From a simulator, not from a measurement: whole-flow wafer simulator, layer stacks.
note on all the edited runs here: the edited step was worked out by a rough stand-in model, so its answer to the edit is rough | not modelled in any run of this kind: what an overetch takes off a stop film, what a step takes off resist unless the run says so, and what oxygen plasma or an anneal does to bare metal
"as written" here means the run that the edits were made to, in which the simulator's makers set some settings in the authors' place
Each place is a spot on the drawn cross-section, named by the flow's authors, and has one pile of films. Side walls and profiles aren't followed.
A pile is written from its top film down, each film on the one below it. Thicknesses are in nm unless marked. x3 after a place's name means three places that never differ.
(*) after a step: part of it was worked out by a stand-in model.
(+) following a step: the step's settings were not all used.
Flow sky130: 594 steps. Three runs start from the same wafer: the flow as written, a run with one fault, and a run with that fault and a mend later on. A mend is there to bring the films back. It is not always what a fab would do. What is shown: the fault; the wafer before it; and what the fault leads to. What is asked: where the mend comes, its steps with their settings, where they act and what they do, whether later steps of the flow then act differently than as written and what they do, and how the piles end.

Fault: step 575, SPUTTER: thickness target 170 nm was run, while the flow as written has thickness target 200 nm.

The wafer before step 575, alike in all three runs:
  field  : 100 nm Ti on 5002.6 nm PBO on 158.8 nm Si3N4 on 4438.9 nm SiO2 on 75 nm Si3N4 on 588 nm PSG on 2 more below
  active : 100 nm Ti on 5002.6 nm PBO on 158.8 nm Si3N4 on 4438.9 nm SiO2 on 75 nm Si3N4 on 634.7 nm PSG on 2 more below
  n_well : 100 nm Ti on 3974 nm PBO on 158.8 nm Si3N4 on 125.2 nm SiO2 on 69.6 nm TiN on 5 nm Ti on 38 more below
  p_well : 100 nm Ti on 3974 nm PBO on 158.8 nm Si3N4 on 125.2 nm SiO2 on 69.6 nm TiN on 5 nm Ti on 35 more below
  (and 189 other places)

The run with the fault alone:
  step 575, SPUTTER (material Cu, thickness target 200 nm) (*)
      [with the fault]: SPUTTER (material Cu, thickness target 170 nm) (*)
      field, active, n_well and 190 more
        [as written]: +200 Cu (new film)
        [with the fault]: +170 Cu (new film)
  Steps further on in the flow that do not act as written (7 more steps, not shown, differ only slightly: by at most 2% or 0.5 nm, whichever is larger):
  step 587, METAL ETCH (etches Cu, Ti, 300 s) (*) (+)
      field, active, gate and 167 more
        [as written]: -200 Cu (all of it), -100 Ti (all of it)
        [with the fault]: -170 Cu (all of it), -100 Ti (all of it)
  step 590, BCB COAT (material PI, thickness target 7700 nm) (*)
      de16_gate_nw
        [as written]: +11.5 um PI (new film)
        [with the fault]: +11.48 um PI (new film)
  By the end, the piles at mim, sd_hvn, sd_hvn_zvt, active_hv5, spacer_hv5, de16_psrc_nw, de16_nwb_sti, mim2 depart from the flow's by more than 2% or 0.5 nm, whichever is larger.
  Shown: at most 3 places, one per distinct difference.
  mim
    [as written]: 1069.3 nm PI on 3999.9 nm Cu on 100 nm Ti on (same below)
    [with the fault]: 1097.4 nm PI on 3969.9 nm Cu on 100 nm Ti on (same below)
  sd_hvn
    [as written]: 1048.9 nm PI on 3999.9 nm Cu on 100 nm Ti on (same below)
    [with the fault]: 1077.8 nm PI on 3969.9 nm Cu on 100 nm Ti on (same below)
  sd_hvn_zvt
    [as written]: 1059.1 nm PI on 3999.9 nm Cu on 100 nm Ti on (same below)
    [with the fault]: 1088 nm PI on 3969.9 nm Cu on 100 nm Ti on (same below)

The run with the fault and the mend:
  The mend stands after step 575.
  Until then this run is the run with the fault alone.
  step 575a, SPUTTER (material Cu, thickness target 30 nm) (*) (a further turn of the flow's step 575, with different settings)
      field, active, n_well and 190 more
        +30 Cu
  Every later step of the flow that is run acts as written at every place that is followed.
  At every place that both follow, the piles at the end match the flow's.
